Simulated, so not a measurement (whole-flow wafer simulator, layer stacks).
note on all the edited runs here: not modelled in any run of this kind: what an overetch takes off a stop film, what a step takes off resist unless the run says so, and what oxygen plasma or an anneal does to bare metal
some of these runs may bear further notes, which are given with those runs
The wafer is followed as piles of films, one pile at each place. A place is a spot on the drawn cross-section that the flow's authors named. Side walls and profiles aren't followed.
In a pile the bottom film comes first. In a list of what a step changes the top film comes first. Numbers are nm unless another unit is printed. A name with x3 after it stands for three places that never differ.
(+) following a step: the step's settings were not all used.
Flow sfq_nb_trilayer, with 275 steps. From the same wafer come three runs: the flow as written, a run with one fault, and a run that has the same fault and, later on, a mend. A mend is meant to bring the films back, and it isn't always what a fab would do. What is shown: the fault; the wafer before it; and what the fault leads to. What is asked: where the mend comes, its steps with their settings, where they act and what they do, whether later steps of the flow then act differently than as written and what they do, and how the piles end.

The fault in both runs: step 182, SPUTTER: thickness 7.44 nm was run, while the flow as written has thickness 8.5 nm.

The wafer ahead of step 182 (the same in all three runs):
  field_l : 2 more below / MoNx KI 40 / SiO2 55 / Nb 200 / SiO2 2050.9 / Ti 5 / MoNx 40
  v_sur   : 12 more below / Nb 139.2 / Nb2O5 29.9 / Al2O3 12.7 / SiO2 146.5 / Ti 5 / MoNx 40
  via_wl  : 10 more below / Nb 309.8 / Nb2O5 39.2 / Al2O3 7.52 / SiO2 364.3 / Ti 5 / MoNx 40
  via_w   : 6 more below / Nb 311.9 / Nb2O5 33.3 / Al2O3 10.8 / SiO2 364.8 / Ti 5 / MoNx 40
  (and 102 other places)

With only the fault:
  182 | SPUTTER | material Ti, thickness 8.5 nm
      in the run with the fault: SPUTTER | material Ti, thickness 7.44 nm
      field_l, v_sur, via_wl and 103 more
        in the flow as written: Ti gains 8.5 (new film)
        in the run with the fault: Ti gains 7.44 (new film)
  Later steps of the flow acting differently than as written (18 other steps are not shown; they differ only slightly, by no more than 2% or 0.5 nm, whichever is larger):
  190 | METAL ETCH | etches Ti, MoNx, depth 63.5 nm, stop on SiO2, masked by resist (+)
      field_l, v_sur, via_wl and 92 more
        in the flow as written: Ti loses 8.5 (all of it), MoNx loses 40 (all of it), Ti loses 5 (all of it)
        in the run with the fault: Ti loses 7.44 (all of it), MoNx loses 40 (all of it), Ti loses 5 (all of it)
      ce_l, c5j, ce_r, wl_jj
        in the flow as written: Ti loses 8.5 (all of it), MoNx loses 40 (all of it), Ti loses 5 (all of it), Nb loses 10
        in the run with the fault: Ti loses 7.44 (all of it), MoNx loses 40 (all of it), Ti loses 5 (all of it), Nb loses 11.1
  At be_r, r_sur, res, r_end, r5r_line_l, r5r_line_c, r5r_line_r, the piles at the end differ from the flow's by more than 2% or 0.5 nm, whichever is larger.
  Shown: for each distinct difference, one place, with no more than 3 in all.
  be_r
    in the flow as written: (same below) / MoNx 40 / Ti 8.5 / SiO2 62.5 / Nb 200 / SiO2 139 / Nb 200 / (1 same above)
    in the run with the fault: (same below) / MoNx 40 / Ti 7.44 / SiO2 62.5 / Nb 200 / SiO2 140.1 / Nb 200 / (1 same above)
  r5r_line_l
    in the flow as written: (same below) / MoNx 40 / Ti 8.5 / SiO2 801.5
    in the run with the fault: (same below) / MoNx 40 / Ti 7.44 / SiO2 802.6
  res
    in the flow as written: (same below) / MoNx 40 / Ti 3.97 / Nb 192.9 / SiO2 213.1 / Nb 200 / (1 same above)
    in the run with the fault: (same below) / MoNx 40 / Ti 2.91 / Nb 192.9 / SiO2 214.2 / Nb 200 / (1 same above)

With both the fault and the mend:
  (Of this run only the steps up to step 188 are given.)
  The mend follows step 182.
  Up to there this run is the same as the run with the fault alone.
  182a | SPUTTER | material Ti, thickness 1.06 nm (a further turn of the flow's step 182, with different settings)
      field_l, v_sur, via_wl and 103 more
        Ti gains 1.06
  Later steps of the flow up to step 188 that are run all act as written at every place that is followed.
  The piles after step 188 are the same as the flow's at every place that both follow.
